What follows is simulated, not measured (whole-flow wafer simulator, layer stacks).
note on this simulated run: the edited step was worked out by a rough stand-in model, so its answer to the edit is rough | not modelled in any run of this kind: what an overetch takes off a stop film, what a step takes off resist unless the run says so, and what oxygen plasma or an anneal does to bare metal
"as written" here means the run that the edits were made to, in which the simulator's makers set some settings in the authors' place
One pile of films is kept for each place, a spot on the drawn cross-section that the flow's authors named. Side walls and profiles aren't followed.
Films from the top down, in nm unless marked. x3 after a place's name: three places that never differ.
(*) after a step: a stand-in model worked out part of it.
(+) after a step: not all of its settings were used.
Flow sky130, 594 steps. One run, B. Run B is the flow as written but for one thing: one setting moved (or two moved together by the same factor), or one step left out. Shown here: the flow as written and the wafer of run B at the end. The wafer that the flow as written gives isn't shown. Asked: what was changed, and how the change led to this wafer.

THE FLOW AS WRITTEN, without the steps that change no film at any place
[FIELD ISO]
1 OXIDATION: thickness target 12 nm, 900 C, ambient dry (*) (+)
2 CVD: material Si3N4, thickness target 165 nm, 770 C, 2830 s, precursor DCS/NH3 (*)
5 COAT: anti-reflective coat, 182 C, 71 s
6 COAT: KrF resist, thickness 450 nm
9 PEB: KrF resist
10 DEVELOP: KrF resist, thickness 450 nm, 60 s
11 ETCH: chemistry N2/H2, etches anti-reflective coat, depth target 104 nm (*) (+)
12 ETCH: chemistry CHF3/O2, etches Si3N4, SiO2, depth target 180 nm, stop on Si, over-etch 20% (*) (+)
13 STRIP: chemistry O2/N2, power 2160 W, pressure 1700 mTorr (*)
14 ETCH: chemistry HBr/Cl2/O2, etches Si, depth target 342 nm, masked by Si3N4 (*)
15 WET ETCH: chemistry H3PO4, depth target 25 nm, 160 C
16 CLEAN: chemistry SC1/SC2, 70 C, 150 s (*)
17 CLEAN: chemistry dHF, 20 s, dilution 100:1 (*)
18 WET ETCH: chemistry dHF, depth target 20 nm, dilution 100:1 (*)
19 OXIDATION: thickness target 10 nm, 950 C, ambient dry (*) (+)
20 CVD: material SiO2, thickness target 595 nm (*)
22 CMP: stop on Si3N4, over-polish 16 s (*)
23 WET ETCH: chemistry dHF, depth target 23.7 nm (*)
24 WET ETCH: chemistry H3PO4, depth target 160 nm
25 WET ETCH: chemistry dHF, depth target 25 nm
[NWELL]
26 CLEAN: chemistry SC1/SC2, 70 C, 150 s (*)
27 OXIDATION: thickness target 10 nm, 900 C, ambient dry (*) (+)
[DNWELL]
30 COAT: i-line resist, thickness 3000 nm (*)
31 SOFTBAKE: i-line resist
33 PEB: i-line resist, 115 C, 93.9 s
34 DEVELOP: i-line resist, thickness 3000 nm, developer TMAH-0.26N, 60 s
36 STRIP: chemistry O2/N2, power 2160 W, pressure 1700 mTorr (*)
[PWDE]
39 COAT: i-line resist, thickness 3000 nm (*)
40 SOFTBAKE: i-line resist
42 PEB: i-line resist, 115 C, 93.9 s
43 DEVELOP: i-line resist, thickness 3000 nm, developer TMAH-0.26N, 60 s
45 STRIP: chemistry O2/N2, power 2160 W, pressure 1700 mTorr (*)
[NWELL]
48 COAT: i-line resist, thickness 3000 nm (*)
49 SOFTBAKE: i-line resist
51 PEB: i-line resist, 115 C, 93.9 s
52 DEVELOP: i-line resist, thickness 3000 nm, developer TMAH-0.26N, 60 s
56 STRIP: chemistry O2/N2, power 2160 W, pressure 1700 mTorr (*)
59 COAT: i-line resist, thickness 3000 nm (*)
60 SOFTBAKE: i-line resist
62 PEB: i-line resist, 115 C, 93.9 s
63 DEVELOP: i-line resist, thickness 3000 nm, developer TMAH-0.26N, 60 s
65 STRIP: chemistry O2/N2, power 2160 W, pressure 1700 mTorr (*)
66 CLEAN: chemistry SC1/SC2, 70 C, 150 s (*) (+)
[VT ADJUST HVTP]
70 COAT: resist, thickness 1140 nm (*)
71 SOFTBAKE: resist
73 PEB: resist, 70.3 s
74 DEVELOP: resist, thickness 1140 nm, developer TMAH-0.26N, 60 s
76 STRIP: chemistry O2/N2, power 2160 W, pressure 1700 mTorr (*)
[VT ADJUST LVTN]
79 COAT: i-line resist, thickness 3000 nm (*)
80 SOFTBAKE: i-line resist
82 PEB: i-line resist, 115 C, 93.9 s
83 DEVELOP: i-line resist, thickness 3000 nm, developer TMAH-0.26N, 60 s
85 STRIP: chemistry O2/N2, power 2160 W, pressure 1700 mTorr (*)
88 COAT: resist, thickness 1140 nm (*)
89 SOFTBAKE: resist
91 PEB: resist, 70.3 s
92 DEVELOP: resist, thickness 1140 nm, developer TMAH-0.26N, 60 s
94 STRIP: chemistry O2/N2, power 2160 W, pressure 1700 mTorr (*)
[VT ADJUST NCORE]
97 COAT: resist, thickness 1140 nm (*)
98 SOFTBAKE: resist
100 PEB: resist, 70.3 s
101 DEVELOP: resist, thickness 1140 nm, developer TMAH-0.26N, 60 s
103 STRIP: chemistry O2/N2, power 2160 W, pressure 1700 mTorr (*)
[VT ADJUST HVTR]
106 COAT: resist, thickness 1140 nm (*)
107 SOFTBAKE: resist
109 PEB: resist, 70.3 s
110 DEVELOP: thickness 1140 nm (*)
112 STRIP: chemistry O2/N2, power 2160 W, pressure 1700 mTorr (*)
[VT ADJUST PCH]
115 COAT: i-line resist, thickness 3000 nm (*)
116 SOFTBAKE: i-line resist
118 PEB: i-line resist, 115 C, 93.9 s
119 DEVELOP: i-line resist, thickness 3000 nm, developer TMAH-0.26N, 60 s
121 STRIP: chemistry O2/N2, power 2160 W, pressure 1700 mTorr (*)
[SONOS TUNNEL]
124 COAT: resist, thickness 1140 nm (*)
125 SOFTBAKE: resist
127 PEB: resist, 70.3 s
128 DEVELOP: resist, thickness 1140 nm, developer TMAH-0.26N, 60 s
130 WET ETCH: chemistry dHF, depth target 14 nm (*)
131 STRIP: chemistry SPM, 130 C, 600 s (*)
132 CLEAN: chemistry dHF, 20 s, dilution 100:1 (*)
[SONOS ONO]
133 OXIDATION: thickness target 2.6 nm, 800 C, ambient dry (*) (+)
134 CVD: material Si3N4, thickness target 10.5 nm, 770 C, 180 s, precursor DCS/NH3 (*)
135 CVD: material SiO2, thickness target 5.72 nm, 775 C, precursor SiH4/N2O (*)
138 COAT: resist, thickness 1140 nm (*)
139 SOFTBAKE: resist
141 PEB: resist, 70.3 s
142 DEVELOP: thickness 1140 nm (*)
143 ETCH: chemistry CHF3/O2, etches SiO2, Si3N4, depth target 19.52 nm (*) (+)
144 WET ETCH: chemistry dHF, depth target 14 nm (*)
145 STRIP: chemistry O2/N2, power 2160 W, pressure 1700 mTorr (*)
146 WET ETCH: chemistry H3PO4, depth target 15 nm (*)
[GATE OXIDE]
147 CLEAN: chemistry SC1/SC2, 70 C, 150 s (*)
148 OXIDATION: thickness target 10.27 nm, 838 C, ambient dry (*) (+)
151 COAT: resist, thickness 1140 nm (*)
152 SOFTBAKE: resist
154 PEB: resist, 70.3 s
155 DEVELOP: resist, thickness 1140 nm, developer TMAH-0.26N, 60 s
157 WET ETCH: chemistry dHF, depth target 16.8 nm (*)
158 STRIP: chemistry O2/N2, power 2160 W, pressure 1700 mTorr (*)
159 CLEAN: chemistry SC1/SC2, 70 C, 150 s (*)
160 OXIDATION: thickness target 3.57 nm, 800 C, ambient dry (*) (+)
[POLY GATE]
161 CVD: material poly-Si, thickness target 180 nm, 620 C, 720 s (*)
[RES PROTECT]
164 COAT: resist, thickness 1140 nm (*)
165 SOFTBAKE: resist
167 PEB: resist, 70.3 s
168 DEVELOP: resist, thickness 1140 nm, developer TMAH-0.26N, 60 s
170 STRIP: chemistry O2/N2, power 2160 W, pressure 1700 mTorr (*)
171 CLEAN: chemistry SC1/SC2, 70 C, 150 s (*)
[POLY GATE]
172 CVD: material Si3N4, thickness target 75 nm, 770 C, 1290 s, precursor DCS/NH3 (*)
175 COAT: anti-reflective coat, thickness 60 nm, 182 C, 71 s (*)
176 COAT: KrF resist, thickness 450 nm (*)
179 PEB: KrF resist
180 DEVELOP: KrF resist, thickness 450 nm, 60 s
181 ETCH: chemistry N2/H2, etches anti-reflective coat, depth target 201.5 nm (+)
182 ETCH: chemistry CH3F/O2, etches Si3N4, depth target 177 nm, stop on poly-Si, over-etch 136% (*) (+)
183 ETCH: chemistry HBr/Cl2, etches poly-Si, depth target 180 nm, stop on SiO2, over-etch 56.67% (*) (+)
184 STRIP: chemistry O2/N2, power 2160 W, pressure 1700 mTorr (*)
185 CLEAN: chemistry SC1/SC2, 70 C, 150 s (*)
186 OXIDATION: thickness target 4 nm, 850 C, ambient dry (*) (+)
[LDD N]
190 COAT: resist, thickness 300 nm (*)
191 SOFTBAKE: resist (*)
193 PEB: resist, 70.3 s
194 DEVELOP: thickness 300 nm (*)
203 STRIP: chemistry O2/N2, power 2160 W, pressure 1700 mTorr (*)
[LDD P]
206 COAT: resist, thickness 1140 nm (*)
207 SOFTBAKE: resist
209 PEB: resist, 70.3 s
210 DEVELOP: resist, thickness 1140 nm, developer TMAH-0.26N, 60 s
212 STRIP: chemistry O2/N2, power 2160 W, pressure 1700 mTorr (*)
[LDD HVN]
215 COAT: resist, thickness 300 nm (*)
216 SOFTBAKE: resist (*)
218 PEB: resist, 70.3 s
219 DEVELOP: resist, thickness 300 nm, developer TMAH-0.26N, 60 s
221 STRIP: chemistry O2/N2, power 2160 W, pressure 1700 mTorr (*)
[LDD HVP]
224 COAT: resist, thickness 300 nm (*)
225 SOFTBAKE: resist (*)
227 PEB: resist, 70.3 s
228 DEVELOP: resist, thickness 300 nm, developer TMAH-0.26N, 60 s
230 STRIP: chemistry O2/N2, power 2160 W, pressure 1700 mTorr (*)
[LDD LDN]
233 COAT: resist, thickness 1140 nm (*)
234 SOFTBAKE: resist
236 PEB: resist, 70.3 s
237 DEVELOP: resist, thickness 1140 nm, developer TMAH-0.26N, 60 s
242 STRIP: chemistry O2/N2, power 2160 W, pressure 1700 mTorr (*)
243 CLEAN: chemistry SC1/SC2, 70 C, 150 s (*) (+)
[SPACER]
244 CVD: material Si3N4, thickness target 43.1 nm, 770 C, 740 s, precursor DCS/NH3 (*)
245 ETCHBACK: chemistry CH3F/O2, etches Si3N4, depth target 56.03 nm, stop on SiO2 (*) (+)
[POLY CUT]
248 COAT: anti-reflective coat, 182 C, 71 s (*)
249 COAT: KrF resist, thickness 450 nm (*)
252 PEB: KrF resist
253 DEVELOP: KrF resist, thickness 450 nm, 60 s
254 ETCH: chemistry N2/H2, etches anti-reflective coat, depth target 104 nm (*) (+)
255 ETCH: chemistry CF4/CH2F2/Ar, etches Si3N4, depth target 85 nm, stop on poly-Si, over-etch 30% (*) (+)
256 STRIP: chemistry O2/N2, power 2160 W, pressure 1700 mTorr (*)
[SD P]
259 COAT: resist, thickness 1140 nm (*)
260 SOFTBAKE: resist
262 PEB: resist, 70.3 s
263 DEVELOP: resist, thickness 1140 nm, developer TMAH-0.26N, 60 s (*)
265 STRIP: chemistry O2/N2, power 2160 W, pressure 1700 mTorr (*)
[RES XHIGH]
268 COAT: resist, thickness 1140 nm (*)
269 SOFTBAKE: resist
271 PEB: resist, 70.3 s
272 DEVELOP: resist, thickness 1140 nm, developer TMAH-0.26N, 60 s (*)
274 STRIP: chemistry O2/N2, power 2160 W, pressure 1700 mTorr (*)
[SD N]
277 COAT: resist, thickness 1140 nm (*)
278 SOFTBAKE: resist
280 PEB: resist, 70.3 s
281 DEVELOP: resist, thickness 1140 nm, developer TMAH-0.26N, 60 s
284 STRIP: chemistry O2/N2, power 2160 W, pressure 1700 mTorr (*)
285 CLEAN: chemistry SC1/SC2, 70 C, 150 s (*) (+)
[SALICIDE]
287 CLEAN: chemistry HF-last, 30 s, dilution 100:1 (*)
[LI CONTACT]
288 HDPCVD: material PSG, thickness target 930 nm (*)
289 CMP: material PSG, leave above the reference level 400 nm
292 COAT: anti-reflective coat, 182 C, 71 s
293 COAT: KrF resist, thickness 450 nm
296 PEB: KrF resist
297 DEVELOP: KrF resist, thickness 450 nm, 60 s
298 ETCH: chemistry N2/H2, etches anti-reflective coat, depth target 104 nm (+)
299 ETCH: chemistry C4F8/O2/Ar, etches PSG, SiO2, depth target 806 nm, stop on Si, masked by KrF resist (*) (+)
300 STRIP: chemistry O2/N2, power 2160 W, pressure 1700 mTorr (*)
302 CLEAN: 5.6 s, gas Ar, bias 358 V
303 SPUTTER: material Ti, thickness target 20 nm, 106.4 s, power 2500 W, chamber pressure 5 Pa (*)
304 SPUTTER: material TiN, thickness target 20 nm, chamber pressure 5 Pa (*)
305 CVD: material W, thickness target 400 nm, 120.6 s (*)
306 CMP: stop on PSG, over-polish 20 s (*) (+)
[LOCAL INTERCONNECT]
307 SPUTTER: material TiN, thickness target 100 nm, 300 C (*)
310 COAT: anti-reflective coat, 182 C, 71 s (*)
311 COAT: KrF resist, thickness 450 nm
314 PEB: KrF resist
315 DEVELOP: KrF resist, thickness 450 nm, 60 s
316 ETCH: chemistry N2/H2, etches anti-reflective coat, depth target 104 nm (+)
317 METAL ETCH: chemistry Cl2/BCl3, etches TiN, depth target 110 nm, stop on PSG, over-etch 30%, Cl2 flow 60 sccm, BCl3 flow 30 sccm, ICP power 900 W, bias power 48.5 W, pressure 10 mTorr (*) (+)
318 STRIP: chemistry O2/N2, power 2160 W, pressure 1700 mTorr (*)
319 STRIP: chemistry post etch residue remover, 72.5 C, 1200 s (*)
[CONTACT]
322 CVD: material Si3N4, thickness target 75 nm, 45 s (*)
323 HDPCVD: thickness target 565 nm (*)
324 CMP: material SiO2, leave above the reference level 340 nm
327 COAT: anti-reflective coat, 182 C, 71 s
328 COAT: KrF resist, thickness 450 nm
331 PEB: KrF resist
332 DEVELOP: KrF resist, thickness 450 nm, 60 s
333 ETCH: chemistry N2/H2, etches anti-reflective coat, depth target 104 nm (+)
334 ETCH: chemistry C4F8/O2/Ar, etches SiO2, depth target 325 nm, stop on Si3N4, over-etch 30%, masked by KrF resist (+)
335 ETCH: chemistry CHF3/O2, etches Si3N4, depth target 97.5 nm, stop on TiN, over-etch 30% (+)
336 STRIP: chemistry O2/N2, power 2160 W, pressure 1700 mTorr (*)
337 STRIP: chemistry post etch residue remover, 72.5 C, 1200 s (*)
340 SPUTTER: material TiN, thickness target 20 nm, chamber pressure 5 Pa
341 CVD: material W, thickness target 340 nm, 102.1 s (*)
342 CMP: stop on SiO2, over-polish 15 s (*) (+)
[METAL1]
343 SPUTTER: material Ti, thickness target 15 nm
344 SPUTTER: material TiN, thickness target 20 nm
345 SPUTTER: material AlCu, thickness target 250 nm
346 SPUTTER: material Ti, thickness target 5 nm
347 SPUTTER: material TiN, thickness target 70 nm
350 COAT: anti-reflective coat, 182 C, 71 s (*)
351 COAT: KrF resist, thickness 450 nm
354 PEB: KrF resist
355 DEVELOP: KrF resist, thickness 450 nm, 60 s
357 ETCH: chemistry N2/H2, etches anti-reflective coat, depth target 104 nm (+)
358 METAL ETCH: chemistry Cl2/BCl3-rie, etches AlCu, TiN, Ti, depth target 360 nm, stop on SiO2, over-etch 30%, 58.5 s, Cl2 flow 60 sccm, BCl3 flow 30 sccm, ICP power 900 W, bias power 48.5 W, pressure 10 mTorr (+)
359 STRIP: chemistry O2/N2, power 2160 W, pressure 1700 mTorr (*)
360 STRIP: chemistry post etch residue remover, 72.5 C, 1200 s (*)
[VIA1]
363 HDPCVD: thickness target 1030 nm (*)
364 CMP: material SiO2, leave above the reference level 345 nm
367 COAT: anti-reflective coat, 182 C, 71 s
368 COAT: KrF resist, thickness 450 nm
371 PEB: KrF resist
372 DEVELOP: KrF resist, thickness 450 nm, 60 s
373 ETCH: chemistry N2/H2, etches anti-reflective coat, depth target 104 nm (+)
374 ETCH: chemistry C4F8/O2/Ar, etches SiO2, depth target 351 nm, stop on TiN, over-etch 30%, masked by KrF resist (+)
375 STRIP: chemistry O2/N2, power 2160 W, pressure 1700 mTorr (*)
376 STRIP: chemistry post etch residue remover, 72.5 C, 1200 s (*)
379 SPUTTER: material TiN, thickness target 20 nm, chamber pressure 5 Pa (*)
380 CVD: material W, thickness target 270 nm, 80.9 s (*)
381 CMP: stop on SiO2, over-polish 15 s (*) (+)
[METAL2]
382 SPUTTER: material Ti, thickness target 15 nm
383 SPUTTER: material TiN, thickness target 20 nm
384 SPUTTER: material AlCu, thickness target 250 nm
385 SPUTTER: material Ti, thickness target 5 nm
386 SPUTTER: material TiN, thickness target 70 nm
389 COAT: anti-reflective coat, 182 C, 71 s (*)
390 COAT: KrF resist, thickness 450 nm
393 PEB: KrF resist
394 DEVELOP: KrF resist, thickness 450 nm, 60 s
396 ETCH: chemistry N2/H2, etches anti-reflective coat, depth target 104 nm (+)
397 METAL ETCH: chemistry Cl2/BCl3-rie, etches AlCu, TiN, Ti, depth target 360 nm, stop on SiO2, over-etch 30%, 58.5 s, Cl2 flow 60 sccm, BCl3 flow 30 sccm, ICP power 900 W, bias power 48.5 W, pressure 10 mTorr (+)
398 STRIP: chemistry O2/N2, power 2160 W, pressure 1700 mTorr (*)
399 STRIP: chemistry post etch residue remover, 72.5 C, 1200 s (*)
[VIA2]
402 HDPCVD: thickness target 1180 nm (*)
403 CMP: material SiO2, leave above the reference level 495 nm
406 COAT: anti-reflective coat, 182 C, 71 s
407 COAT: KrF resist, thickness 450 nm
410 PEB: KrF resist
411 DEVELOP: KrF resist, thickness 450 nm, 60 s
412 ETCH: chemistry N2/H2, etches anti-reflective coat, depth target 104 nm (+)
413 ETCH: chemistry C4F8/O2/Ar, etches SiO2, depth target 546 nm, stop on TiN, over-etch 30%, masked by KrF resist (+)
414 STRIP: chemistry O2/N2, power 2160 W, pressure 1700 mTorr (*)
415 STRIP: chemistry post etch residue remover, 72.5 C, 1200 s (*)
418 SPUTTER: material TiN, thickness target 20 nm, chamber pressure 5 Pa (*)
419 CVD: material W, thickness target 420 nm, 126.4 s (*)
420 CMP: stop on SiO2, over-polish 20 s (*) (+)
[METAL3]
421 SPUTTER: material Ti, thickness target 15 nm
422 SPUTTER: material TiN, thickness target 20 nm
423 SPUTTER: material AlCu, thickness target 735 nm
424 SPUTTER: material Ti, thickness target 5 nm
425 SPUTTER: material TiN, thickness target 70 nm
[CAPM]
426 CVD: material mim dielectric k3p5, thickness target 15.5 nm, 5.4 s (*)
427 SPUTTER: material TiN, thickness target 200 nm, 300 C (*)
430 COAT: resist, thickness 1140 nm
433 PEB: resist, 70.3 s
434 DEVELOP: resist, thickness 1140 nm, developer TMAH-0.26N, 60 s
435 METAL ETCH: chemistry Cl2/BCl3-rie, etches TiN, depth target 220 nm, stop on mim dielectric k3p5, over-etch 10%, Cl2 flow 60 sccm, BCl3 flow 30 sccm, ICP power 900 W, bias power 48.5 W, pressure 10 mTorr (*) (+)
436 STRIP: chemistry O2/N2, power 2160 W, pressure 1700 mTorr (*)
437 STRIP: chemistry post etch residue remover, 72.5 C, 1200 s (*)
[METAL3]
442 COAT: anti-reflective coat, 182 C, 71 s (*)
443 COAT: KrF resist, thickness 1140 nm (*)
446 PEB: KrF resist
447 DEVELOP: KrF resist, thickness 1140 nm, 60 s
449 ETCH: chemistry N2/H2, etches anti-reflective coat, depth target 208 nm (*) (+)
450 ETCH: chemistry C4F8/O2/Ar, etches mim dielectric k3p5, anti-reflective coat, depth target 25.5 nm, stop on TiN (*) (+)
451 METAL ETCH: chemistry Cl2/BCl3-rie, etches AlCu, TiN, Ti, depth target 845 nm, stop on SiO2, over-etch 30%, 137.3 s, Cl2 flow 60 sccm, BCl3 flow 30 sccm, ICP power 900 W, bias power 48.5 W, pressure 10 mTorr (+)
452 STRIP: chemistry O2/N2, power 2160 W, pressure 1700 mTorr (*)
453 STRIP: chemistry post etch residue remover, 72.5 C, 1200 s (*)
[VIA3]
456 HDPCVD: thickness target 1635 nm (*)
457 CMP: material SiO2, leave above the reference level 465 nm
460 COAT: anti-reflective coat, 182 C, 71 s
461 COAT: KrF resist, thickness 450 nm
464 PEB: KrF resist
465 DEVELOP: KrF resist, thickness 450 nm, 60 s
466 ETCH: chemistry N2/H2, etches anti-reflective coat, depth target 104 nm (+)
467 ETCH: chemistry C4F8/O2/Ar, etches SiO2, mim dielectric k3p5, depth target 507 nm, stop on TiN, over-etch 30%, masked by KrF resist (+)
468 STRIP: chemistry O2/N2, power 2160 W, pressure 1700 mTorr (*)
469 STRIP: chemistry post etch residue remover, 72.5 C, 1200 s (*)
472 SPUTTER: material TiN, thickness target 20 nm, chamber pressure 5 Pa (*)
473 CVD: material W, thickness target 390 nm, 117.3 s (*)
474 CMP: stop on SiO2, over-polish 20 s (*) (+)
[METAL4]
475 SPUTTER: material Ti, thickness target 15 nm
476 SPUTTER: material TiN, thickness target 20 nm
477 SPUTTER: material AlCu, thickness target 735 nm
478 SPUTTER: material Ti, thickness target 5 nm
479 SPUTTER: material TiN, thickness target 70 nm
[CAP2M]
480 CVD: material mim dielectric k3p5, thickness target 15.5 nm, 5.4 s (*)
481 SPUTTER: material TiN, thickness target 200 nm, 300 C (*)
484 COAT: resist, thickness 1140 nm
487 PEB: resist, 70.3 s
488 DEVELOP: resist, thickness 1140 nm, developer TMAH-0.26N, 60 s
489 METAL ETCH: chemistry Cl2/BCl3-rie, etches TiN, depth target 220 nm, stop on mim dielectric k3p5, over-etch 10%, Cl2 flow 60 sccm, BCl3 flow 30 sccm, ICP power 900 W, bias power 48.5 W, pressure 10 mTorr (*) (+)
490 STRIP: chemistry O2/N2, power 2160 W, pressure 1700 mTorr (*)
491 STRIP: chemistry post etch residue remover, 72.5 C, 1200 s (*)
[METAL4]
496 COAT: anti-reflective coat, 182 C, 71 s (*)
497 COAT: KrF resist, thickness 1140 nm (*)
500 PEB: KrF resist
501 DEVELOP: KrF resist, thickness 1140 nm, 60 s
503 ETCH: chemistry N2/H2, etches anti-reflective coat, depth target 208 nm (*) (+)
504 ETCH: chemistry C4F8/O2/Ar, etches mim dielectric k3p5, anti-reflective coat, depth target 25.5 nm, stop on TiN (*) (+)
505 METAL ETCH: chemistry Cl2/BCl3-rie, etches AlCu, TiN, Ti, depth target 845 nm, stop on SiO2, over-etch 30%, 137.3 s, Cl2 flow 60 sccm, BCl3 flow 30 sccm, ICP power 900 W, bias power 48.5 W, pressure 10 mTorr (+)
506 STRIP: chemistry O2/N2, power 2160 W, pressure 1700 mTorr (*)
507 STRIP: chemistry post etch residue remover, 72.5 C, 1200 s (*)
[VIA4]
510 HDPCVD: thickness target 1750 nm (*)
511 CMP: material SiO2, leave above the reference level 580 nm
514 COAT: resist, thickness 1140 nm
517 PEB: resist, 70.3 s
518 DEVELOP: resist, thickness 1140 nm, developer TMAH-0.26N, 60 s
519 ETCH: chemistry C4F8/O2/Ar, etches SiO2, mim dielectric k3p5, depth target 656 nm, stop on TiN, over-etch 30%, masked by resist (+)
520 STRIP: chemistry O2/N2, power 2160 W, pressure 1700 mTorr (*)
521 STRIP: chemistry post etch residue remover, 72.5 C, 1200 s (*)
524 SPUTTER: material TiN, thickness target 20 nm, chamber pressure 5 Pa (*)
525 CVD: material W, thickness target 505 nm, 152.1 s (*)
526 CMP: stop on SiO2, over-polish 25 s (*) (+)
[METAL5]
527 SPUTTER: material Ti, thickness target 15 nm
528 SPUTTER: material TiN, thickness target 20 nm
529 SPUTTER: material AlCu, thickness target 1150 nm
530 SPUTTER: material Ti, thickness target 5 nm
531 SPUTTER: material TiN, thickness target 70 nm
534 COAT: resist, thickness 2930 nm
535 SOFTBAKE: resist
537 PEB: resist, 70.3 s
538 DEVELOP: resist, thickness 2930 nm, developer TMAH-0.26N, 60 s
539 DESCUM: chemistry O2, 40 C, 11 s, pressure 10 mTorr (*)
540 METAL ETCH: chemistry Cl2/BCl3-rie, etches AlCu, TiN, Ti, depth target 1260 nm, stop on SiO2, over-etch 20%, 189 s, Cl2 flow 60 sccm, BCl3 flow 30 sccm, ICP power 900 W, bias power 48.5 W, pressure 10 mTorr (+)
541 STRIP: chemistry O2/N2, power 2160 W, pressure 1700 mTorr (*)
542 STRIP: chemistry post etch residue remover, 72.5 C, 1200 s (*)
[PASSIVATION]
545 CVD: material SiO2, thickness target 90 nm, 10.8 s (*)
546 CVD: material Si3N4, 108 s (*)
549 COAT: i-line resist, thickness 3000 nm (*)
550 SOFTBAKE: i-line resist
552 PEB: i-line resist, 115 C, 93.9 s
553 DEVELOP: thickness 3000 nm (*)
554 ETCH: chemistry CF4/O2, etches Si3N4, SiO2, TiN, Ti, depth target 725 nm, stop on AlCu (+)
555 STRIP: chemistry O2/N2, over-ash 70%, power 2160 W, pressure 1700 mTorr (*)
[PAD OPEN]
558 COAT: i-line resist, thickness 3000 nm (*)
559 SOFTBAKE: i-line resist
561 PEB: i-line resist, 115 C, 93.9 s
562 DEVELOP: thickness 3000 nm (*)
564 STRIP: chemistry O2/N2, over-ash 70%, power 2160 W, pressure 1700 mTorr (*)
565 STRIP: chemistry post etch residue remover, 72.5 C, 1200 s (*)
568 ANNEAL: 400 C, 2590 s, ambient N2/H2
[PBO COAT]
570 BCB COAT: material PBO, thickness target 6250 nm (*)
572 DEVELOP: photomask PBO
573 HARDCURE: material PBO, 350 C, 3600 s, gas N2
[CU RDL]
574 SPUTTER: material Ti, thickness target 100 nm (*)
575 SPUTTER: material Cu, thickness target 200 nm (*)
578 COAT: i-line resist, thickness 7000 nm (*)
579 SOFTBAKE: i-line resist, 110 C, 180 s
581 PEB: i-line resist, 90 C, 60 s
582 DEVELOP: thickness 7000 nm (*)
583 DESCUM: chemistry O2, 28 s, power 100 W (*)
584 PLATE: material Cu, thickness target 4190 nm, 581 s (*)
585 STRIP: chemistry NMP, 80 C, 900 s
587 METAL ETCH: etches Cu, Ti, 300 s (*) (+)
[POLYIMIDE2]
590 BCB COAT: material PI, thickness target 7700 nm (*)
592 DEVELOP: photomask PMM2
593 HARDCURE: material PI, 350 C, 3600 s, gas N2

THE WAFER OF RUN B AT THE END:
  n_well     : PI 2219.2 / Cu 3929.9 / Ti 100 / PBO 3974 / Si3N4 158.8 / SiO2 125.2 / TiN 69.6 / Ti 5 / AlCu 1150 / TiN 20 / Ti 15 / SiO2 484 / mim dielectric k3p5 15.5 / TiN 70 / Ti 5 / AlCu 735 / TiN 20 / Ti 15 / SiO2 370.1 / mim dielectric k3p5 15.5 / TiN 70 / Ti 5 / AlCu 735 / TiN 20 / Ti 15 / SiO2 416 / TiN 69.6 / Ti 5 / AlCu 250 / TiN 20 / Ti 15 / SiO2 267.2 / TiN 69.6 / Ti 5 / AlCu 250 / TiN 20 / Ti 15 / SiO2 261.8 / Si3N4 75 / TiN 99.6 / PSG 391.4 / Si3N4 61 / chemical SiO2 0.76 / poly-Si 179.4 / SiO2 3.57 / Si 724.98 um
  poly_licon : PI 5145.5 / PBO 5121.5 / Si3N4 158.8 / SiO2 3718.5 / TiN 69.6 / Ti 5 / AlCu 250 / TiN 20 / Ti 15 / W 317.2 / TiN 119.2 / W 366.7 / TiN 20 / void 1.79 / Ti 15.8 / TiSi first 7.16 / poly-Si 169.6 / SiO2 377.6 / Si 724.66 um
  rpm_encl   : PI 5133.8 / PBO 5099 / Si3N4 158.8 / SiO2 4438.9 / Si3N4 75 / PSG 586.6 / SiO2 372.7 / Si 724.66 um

The cause: step 575, SPUTTER: thickness target 130 nm was run, where the flow has thickness target 200 nm.

How the change led to this, step by step:
  575 SPUTTER: material Cu, thickness target 200 nm (*)
      field, active, n_well and 190 more: Cu +130 (new film) (as written it would be: Cu +200 (new film))
  587 METAL ETCH: etches Cu, Ti, 300 s (*) (+)
      field, active, gate and 167 more: Cu -130 (all of it), Ti -100 (all of it) (as written it would be: Cu -200 (all of it), Ti -100 (all of it))
  590 BCB COAT: material PI, thickness target 7700 nm (*)
      n_well, p_well, sd_n, sd_p: PI +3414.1 (new film) (as written it would be: PI +3344.1 (new film))
      de16_gate_nw: PI +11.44 um (new film) (as written it would be: PI +11.5 um (new film))
  593 HARDCURE: material PI, 350 C, 3600 s, gas N2
      n_well, p_well, sd_n, sd_p: PI -1194.9 (as written it would be: PI -1170.4)
